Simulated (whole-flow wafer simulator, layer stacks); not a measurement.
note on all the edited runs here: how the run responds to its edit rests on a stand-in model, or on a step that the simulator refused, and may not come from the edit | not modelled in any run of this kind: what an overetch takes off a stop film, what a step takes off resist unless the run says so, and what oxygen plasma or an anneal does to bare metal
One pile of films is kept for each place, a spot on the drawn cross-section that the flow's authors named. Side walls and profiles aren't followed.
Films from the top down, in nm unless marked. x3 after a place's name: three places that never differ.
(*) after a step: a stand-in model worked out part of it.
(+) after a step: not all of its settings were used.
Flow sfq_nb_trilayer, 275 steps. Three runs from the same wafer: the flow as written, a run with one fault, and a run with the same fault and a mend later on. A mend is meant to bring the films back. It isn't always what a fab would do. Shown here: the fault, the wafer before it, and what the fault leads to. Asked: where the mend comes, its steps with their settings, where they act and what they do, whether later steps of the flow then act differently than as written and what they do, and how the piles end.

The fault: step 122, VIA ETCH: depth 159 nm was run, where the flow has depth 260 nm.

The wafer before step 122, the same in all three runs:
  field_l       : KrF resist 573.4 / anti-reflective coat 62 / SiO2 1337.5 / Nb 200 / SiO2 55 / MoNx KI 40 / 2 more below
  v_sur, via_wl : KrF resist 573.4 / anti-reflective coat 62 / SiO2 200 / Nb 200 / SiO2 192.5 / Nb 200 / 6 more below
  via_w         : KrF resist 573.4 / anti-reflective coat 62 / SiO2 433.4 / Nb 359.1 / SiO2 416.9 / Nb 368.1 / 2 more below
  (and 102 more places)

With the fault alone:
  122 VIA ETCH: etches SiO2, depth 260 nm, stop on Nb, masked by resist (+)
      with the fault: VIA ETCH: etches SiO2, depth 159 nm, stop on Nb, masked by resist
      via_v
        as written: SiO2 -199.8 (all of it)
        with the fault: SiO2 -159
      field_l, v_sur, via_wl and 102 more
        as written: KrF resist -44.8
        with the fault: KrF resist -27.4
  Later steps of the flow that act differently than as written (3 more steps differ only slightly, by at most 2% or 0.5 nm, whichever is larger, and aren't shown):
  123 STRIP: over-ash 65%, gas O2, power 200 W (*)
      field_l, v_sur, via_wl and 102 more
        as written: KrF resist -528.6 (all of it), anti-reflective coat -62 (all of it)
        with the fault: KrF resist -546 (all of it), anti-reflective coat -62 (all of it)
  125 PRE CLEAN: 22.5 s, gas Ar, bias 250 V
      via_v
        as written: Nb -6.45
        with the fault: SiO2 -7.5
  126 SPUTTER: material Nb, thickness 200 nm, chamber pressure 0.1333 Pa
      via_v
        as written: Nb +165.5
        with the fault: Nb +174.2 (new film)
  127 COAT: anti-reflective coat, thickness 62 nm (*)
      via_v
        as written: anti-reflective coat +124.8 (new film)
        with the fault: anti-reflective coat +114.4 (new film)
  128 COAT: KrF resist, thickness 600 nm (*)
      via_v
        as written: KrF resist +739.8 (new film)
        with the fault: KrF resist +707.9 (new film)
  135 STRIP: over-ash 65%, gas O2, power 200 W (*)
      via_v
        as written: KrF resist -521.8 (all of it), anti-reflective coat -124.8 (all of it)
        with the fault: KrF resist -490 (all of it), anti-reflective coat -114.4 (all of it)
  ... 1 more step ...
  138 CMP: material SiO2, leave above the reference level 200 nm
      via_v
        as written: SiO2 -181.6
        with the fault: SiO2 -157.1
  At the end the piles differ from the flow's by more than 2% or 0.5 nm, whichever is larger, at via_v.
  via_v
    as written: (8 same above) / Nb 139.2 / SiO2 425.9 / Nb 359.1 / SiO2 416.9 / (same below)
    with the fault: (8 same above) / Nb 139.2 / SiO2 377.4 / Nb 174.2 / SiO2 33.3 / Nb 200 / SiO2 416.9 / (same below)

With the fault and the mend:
  The mend comes after step 123.
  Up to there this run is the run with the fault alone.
  123a COAT: anti-reflective coat, thickness 62 nm (*) (the flow's step 115 once more)
      p4_fl x3, p4_w1 x9, p4_g1 x2 and 63 more
        anti-reflective coat +62 (new film)
      res, r_end, moat and 8 more
        anti-reflective coat +61.8 (new film)
      ce_r, sp_r, be_r, r_sur
        anti-reflective coat +61.7 (new film)
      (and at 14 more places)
  123b COAT: KrF resist, thickness 650 nm (*) (the flow's step 116 once more)
      p4_fl x3, p4_w1 x9, p4_g1 x2 and 63 more
        KrF resist +650 (new film)
      moat, field_r, lsp_l, ln_m5, lsp_m, l0v
        KrF resist +649.6 (new film)
      ln_m6, lsp_r, l0_sur
        KrF resist +649.7 (new film)
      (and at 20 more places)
  123c SOFTBAKE: KrF resist (the flow's step 117 once more)
      changes no film at any place that is followed
  123d EXPOSE: photomask I3, dose 11.91 mJ/cm2, NA 0.6, wavelength 248 nm (*) (the flow's step 118 once more)
      changes no film at any place that is followed
  123e PEB: KrF resist, 90 s (the flow's step 119 once more)
      c5j, ce_r, sp_r and 90 more
        KrF resist -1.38
      field_l, v_sur, via_wl and 7 more
        KrF resist -1.37
      via_wr, be
        KrF resist -1.36
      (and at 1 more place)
  123f DEVELOP: KrF resist, thickness 650 nm, 60 s (the flow's step 120 once more)
      field_l, v_sur, via_wl and 102 more
        KrF resist -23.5
      via_v
        KrF resist -742 (all of it)
  123g VIA ETCH: etches anti-reflective coat, depth 125 nm, masked by resist (+) (the flow's step 121 once more)
      field_l, v_sur, via_wl and 102 more
        KrF resist -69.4
      via_v
        anti-reflective coat -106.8 (all of it)
  123h VIA ETCH: etches SiO2, depth 101 nm, stop on Nb, masked by resist (+) (the flow's step 122 once more, with other settings)
      field_l, v_sur, via_wl and 102 more
        KrF resist -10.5
      via_v
        SiO2 -40.8 (all of it)
  123i STRIP: over-ash 65%, gas O2, power 200 W (*) (the flow's step 123 once more)
      p4_fl x3, p4_w1 x9, p4_g1 x2 and 63 more
        KrF resist -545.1 (all of it), anti-reflective coat -62 (all of it)
      r_end, moat, field_r, lsp_l, ln_m5, l0v
        KrF resist -544.7 (all of it), anti-reflective coat -61.8 (all of it)
      lsp_m, ln_m6, lsp_r, l0_sur
        KrF resist -544.8 (all of it), anti-reflective coat -61.8 (all of it)
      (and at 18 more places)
  No later step of the flow acts differently than as written at any place that is followed.
  At the end the piles are the same as the flow's at every place that both follow.
